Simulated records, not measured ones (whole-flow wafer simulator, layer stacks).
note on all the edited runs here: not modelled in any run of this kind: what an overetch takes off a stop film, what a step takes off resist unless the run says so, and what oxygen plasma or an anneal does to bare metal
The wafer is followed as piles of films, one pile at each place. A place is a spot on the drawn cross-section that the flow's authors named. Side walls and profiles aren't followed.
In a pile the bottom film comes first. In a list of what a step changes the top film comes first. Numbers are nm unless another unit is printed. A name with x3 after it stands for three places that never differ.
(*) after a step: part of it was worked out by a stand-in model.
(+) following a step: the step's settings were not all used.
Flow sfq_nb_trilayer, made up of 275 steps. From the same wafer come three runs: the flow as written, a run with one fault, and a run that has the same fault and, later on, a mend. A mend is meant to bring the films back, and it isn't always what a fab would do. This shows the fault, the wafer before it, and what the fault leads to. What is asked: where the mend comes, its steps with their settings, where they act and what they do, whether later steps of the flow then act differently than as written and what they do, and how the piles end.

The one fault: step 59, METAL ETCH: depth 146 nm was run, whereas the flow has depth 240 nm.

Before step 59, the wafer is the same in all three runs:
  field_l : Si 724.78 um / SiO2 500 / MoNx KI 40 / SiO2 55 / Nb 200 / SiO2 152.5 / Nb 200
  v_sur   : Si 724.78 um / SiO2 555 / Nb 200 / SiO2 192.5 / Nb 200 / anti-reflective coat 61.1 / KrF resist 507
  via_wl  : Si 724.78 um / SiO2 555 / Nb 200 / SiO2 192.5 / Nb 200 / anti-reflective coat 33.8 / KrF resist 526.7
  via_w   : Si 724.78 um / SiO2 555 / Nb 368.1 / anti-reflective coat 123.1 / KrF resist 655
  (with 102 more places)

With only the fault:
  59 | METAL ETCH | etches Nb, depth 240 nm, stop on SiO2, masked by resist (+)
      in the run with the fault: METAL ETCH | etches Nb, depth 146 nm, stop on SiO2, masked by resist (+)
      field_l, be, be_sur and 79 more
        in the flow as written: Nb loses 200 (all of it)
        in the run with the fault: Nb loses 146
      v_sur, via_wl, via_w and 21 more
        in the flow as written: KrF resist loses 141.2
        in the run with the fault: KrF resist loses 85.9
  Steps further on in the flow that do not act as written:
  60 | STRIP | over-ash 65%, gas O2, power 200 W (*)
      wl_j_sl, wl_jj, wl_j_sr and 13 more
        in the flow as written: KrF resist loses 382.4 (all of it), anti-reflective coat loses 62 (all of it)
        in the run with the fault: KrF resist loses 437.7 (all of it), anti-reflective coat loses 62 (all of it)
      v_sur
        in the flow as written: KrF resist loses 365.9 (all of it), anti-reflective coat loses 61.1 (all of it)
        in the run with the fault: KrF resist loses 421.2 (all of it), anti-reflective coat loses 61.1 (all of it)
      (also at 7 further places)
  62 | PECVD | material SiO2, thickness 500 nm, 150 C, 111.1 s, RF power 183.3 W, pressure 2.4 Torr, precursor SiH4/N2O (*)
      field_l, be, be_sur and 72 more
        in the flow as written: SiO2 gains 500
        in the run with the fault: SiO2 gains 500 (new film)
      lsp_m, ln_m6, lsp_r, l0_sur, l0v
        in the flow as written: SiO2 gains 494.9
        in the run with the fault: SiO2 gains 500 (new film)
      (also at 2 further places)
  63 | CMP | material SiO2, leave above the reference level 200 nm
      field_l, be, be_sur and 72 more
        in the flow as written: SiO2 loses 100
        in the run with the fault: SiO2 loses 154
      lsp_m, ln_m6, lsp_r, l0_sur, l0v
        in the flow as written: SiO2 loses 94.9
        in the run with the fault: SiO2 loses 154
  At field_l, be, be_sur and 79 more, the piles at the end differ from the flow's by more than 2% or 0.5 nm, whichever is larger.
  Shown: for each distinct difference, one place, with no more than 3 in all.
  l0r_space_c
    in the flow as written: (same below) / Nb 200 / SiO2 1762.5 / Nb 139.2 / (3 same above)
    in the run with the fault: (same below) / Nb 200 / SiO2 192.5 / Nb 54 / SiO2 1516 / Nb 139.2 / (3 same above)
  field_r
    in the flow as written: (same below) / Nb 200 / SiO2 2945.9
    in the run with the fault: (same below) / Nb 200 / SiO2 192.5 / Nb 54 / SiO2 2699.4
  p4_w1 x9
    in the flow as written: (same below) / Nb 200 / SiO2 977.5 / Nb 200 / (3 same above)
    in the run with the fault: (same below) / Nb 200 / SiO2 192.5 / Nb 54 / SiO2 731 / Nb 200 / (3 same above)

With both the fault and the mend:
  After step 59 comes the mend.
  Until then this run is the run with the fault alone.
  59a | METAL ETCH | etches Nb, depth 94 nm, stop on SiO2, masked by resist (+) (the flow's step 59 again, with other settings)
      field_l, be, be_sur and 79 more
        Nb loses 54 (all of it)
      v_sur, via_wl, via_w and 21 more
        KrF resist loses 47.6
  Steps further on in the flow that do not act as written:
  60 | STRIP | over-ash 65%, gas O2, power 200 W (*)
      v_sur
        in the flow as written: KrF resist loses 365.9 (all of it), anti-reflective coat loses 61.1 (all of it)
        in the run with the mend: KrF resist loses 373.5 (all of it), anti-reflective coat loses 61.1 (all of it)
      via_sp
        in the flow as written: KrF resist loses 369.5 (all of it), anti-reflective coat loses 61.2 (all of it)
        in the run with the mend: KrF resist loses 377.1 (all of it), anti-reflective coat loses 61.2 (all of it)
  By the end, the piles equal the flow's at every place that both follow.
